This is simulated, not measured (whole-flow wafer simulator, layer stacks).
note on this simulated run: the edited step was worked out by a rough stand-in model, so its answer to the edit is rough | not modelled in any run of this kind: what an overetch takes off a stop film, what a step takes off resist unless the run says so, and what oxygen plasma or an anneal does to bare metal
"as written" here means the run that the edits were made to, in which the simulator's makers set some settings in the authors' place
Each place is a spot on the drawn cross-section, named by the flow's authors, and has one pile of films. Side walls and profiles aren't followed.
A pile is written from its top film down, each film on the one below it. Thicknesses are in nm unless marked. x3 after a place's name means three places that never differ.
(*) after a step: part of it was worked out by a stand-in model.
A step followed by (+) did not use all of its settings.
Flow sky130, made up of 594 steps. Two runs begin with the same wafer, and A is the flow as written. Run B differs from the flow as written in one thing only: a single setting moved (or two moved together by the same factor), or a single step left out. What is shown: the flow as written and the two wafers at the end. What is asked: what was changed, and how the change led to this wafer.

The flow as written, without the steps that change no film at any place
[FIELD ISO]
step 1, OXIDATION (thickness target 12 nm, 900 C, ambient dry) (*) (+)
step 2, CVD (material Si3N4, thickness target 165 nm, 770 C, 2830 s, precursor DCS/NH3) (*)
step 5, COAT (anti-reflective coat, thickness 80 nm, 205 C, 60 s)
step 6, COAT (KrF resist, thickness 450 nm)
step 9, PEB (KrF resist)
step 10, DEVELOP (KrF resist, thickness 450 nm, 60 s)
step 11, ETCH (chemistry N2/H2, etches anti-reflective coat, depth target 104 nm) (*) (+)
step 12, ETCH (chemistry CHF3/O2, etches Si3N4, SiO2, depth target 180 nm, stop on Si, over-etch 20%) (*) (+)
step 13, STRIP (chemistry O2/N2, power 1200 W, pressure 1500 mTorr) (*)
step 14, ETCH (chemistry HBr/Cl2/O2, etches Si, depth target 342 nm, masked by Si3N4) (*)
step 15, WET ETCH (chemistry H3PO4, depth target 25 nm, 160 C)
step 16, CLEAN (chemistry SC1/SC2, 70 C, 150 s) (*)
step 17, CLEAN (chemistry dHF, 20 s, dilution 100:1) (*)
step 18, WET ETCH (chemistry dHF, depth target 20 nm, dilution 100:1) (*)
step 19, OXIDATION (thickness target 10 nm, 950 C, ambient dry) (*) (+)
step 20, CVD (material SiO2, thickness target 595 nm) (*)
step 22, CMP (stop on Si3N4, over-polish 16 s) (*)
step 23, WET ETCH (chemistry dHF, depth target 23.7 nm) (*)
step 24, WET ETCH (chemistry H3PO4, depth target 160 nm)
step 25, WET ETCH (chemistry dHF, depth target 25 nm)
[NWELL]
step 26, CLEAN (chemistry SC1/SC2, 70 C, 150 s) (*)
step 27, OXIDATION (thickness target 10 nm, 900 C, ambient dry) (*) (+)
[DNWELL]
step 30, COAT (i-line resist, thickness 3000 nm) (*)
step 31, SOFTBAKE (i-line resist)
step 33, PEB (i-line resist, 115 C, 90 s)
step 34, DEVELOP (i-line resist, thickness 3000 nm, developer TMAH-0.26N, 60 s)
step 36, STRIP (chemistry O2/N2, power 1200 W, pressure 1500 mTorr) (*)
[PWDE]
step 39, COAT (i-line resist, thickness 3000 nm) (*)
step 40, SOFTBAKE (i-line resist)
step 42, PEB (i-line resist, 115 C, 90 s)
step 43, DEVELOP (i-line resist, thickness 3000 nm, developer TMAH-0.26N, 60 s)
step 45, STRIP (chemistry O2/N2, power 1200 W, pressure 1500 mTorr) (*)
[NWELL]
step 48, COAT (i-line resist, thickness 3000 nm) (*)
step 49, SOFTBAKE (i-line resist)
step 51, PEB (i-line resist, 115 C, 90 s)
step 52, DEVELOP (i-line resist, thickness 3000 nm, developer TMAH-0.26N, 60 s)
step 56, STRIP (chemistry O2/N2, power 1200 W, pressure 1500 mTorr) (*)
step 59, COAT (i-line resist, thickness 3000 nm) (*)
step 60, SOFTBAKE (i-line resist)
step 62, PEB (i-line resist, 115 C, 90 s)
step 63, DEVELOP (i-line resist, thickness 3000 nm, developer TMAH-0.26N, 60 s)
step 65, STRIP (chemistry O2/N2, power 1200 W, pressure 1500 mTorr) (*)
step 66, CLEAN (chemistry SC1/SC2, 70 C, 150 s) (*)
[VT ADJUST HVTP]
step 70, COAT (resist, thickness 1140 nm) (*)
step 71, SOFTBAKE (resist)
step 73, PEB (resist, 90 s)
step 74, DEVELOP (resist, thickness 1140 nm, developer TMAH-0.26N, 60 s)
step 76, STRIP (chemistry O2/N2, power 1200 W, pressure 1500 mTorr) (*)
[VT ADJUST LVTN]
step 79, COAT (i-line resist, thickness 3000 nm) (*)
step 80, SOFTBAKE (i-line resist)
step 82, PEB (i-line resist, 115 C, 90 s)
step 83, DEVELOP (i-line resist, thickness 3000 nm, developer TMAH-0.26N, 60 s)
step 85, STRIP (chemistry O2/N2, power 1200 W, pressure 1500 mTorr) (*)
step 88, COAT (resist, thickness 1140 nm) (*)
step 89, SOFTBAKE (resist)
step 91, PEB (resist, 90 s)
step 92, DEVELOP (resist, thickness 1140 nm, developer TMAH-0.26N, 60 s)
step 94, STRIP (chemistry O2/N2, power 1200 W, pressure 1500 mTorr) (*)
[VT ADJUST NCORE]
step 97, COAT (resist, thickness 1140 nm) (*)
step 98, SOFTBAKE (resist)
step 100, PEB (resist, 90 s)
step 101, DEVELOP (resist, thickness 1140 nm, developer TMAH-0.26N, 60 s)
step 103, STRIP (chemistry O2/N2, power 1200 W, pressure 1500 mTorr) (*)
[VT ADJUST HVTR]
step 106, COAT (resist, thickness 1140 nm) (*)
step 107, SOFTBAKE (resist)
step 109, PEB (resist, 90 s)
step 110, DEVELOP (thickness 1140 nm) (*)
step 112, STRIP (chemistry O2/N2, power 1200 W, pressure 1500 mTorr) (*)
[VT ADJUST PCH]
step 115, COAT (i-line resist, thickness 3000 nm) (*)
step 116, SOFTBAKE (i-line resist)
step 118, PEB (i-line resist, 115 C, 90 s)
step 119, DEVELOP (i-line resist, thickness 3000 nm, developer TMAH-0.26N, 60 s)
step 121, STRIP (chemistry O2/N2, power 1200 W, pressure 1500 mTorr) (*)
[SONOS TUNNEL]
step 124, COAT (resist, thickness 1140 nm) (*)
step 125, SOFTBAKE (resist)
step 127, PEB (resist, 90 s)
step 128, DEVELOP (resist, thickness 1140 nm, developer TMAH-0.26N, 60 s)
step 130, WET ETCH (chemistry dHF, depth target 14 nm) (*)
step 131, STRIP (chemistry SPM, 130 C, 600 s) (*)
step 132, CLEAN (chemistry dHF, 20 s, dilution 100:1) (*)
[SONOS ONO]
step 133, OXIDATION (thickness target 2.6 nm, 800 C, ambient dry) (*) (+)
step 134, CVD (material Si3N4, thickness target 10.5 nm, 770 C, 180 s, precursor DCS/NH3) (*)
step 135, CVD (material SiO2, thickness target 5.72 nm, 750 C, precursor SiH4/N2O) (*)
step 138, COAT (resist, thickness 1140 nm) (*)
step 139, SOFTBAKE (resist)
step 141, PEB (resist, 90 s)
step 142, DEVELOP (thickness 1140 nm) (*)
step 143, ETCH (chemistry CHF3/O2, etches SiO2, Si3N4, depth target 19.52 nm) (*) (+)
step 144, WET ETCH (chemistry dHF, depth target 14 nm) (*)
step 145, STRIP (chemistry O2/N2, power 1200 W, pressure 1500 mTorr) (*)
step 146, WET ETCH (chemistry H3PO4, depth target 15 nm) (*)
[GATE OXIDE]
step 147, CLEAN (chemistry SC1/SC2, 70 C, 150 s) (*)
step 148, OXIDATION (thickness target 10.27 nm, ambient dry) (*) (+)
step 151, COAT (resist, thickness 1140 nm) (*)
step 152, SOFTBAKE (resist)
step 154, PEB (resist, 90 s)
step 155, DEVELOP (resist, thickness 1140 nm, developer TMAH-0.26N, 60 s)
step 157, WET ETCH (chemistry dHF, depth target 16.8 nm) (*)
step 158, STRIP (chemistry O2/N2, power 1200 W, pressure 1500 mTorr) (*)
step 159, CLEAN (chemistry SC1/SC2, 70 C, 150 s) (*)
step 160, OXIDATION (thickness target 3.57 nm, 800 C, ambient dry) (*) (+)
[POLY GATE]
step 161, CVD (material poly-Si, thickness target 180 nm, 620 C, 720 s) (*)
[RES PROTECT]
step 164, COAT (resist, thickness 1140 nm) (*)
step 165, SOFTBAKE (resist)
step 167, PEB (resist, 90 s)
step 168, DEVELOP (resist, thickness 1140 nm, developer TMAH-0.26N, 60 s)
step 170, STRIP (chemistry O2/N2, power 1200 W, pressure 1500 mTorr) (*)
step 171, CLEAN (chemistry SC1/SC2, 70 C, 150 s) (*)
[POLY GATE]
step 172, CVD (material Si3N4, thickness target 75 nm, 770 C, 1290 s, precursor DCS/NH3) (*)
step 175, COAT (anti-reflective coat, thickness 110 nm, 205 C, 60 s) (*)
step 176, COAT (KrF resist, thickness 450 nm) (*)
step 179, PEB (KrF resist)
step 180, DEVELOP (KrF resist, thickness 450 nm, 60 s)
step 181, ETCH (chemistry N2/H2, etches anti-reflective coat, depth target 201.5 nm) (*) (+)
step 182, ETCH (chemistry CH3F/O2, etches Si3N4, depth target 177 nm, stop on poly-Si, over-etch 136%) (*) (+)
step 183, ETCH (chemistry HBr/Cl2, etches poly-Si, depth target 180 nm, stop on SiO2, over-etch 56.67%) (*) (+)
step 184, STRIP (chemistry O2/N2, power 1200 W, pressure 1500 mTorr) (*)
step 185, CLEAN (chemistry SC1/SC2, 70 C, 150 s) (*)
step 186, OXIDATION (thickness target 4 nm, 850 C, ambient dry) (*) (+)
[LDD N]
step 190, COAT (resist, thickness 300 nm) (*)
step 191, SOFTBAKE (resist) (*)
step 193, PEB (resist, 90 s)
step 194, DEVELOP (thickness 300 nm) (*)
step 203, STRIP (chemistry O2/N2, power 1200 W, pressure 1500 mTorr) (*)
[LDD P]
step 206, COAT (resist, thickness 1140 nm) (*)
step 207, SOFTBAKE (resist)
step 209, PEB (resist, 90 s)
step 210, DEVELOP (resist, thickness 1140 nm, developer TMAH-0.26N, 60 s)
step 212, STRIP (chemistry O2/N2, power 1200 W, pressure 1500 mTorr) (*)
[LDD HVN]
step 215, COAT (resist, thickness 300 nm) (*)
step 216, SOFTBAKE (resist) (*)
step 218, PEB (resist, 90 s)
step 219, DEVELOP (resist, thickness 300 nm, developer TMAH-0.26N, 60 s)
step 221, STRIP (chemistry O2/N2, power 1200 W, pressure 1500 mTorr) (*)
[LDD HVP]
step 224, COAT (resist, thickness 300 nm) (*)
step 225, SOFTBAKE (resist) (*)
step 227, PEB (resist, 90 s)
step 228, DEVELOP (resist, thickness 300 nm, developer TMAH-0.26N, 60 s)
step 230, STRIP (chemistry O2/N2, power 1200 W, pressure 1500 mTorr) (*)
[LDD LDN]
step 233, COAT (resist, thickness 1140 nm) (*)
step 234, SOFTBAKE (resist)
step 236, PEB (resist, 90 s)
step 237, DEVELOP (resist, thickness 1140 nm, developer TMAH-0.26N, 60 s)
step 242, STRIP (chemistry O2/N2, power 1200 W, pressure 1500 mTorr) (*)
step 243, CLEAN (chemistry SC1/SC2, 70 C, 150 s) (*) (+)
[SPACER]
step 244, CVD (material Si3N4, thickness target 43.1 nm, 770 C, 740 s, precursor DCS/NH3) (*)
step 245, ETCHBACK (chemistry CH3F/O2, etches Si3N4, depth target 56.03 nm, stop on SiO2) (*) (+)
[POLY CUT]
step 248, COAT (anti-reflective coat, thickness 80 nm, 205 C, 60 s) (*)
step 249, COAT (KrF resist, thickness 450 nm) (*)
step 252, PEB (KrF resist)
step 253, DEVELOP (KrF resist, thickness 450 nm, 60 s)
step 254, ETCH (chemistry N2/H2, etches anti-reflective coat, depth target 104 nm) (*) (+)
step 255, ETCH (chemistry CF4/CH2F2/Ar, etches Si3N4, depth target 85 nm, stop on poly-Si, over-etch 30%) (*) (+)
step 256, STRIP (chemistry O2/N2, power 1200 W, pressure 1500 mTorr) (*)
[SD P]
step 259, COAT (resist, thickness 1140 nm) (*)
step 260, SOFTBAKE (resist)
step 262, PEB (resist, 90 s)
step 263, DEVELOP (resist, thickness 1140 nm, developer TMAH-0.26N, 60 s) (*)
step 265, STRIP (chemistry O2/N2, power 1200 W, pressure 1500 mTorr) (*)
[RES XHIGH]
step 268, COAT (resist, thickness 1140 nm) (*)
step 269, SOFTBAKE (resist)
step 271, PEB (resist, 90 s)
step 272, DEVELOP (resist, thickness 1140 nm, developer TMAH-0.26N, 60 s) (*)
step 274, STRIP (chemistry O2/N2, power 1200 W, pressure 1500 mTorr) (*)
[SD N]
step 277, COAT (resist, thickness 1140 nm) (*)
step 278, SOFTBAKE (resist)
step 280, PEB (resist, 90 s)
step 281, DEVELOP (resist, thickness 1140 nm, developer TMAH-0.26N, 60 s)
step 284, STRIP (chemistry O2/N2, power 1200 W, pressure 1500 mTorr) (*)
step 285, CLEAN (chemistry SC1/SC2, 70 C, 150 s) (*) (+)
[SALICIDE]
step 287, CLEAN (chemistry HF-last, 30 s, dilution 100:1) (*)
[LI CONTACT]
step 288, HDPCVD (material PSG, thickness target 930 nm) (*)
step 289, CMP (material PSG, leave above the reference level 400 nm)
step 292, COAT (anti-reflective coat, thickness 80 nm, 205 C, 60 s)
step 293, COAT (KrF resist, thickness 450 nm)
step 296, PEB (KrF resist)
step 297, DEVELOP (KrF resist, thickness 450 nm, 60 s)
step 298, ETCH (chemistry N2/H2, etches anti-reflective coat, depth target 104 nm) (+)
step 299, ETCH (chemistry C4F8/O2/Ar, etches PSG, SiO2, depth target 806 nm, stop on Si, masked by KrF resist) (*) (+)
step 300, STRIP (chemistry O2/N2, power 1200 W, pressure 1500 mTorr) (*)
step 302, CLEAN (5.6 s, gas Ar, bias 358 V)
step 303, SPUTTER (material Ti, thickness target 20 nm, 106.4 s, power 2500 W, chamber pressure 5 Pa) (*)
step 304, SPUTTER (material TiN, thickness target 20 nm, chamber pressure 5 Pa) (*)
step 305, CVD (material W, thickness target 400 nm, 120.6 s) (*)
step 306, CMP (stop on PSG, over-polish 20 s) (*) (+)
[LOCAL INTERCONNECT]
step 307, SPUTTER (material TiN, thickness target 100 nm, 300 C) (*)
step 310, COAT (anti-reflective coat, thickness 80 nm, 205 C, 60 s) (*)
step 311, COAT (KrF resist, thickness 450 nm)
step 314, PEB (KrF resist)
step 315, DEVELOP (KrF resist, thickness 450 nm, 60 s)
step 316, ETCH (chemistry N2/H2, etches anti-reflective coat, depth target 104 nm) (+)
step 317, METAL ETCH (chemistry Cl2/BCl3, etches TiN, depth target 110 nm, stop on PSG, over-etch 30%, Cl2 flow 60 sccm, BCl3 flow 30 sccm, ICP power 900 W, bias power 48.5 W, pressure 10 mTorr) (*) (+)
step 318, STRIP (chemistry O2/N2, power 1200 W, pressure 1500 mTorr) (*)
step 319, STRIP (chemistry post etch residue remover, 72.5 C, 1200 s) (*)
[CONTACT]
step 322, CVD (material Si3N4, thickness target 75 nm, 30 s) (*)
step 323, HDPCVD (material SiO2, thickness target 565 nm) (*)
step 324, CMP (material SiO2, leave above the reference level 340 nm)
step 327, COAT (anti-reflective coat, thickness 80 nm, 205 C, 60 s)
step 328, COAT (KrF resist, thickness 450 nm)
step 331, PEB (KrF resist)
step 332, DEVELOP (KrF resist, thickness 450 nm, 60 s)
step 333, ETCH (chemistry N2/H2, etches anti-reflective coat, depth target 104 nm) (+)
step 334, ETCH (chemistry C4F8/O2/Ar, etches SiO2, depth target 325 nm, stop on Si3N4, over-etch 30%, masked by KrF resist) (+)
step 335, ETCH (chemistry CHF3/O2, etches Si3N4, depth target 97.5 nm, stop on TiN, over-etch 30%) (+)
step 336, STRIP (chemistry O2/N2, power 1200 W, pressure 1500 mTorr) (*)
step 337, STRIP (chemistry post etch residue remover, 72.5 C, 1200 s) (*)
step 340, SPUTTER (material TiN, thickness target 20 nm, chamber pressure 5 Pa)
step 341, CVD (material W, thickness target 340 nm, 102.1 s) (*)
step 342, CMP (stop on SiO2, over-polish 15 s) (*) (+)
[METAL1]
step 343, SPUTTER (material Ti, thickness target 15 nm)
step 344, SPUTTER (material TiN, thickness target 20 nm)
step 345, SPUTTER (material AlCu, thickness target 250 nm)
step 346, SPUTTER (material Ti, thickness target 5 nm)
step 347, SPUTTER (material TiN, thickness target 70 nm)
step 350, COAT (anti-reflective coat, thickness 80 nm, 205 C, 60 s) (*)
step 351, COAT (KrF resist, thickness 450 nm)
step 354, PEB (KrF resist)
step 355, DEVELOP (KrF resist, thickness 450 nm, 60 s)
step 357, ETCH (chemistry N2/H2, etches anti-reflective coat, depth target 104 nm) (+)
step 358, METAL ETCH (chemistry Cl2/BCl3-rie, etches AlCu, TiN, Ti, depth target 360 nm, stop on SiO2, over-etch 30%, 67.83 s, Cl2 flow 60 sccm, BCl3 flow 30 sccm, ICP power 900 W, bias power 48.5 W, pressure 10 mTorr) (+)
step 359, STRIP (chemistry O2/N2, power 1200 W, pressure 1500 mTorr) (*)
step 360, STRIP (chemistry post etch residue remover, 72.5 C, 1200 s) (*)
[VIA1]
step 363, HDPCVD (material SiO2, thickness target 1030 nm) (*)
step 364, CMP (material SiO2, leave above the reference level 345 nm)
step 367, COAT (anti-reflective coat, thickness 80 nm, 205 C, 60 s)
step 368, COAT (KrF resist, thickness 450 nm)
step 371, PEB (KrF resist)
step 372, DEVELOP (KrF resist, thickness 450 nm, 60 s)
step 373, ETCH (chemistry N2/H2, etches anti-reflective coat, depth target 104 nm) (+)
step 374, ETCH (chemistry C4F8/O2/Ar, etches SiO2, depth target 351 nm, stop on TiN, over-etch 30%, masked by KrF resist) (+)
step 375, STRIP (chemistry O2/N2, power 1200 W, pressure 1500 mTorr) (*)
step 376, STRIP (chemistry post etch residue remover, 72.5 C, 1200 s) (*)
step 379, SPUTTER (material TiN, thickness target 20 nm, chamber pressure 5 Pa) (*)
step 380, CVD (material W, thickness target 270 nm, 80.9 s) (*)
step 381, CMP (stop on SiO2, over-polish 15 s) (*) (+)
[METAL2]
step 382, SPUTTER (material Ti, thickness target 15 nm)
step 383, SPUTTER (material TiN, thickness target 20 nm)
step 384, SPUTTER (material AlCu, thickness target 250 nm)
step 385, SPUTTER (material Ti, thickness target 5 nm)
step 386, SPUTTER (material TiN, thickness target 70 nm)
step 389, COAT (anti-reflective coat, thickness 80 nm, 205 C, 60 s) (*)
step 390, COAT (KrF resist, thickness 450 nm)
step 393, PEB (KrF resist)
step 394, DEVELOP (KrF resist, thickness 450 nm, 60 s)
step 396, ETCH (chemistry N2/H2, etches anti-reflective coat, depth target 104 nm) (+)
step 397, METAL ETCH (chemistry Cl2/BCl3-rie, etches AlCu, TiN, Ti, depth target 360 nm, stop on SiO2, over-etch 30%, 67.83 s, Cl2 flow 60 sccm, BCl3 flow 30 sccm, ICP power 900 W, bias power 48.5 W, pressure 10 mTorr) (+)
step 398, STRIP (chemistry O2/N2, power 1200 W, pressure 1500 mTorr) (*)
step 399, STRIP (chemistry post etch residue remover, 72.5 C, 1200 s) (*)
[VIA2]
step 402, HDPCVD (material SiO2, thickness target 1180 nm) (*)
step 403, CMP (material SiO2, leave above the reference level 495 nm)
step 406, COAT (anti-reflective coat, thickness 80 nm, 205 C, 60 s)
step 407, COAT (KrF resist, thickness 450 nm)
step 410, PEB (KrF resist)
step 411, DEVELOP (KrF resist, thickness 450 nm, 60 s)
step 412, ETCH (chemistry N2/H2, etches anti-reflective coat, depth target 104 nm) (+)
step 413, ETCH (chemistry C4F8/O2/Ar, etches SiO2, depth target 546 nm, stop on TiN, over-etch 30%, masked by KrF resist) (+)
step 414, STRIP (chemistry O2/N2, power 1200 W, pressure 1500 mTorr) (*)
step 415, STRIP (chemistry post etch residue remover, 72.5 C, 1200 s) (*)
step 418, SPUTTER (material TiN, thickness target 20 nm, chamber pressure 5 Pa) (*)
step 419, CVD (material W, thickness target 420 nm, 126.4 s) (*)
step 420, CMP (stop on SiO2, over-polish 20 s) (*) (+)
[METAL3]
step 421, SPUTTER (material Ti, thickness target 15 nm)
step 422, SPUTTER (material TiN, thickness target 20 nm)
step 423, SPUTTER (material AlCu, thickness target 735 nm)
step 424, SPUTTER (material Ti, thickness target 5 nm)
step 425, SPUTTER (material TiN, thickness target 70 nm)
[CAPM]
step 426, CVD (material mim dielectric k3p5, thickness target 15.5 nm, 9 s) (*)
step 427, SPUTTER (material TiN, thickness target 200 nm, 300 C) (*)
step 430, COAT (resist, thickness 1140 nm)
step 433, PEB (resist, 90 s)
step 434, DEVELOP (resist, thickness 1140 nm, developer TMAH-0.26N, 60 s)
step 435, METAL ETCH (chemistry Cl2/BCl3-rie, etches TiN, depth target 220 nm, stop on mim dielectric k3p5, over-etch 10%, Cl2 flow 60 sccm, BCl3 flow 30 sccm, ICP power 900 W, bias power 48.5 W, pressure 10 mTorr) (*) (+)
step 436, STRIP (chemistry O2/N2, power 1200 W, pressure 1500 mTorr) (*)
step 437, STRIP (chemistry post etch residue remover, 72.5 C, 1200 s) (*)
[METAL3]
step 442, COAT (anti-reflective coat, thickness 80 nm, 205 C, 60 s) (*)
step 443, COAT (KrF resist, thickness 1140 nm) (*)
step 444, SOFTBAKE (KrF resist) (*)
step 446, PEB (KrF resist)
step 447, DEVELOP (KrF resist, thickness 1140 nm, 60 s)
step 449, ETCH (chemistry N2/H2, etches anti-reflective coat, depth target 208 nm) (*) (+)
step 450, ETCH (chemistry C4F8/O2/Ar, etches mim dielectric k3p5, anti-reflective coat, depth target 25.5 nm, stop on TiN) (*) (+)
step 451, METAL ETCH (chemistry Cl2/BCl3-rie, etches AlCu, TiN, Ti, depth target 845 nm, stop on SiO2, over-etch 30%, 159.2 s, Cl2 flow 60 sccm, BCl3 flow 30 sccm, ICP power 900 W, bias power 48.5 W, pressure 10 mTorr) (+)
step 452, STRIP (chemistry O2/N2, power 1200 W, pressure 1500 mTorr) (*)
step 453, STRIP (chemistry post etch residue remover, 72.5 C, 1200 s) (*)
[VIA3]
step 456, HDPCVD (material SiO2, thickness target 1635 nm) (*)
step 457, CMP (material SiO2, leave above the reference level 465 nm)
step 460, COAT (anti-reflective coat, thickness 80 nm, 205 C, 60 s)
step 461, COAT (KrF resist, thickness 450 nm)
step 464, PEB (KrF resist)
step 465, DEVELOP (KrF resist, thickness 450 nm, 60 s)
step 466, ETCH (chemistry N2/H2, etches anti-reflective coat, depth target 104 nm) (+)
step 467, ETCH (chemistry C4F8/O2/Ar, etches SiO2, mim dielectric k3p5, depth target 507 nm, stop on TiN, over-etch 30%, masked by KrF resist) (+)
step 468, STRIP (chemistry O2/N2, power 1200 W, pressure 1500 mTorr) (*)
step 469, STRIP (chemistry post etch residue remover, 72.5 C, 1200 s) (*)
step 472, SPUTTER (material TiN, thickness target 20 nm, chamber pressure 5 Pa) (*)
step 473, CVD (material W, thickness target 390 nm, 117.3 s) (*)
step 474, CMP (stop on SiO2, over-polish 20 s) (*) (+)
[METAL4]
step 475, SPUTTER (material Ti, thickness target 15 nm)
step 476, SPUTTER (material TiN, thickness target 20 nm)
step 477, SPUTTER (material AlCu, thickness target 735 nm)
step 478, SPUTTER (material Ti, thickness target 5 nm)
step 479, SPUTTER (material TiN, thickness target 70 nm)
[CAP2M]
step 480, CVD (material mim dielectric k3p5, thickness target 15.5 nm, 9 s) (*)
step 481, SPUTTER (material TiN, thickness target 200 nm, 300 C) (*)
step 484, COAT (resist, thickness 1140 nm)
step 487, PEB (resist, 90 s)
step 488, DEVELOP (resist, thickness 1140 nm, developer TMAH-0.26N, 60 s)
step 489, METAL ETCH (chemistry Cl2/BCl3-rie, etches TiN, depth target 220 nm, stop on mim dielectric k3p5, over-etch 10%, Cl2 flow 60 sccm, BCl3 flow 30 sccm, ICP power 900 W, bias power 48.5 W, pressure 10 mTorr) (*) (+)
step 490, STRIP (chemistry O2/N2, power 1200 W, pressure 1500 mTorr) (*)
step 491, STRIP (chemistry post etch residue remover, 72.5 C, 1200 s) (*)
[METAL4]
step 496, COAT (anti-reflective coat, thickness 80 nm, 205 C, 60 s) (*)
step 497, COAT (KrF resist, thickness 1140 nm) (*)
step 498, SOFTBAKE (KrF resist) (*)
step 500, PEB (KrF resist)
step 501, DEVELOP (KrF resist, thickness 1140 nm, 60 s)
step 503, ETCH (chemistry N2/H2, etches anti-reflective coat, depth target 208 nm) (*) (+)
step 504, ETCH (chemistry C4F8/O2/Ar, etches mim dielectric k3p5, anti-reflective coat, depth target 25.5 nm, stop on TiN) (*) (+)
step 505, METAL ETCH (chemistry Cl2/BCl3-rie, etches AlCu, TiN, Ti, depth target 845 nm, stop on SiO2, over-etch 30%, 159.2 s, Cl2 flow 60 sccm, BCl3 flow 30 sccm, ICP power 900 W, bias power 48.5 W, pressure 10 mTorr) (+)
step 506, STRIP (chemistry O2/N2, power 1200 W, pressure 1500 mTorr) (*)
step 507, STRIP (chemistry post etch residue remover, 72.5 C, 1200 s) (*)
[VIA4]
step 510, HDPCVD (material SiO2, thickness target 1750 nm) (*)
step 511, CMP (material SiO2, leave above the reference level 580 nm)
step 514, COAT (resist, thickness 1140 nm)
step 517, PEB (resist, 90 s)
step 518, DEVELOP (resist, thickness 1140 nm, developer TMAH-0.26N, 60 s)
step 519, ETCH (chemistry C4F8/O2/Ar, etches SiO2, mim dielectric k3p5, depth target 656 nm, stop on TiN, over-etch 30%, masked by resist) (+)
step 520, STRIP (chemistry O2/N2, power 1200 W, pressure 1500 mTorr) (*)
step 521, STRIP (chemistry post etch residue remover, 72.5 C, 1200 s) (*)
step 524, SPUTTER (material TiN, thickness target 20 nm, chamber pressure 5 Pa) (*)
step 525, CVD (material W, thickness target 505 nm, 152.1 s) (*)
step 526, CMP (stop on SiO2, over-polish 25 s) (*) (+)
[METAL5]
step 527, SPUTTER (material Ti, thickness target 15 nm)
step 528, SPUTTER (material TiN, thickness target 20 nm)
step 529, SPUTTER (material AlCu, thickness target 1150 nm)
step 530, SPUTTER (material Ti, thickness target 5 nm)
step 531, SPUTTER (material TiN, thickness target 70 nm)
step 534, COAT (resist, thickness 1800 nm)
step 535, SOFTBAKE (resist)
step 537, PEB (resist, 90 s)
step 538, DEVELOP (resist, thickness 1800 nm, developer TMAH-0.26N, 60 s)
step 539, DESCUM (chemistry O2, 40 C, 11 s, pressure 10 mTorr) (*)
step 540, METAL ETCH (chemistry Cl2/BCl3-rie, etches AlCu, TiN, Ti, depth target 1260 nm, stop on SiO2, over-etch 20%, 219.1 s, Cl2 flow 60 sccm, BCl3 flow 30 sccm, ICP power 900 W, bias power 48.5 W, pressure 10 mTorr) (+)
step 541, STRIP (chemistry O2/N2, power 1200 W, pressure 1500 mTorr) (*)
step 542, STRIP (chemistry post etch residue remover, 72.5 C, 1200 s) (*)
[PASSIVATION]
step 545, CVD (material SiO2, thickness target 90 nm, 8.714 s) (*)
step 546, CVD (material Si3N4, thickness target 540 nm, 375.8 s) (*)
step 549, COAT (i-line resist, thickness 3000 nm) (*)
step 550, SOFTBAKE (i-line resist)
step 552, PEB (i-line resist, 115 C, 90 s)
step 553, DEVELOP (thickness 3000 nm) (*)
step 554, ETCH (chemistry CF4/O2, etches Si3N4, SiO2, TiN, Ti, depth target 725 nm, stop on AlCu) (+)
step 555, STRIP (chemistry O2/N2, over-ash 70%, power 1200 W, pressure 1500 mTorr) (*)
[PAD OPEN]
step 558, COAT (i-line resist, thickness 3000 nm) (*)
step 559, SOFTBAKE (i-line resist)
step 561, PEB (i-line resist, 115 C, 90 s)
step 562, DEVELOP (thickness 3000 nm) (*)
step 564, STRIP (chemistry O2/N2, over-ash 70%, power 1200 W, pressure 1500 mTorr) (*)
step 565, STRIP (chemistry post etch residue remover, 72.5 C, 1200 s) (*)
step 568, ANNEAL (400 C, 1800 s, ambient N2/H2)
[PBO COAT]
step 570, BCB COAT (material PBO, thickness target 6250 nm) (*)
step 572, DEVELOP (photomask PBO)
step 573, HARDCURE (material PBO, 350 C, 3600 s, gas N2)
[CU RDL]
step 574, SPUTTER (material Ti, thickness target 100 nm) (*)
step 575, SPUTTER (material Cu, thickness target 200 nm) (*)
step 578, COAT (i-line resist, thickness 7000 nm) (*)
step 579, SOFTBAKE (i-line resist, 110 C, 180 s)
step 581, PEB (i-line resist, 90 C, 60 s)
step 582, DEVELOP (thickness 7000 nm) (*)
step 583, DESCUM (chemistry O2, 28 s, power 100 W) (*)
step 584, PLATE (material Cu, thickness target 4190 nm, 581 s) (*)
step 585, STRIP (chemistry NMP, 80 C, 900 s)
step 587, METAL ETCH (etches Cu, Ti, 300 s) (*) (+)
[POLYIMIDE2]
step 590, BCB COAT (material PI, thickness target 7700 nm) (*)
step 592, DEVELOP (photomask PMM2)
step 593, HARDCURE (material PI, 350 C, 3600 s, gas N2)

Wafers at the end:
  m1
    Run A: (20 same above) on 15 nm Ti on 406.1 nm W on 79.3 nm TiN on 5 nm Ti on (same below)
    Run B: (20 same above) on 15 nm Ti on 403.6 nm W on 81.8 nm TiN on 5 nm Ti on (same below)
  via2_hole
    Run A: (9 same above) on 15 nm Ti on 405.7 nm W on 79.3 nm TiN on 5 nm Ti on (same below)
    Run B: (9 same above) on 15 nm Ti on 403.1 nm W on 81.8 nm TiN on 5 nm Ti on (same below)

What caused this: step 418, SPUTTER: thickness target 25 nm was run, while the flow as written has thickness target 20 nm.

Step by step, how the change led to this:
  step 418, SPUTTER (material TiN, thickness target 20 nm, chamber pressure 5 Pa) (*)
      field, active, n_well and 186 more: A TiN gains 20 (new film) | B TiN gains 25 (new film)
      m1, via2_hole: A TiN gains 10.2 | B TiN gains 12.7
  step 420, CMP (stop on SiO2, over-polish 20 s) (*) (+)
      field, active, n_well and 186 more: A W loses 420 (all of it), TiN loses 20 (all of it), SiO2 loses 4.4 | B W loses 420 (all of it), TiN loses 25 (all of it), SiO2 loses 4.4
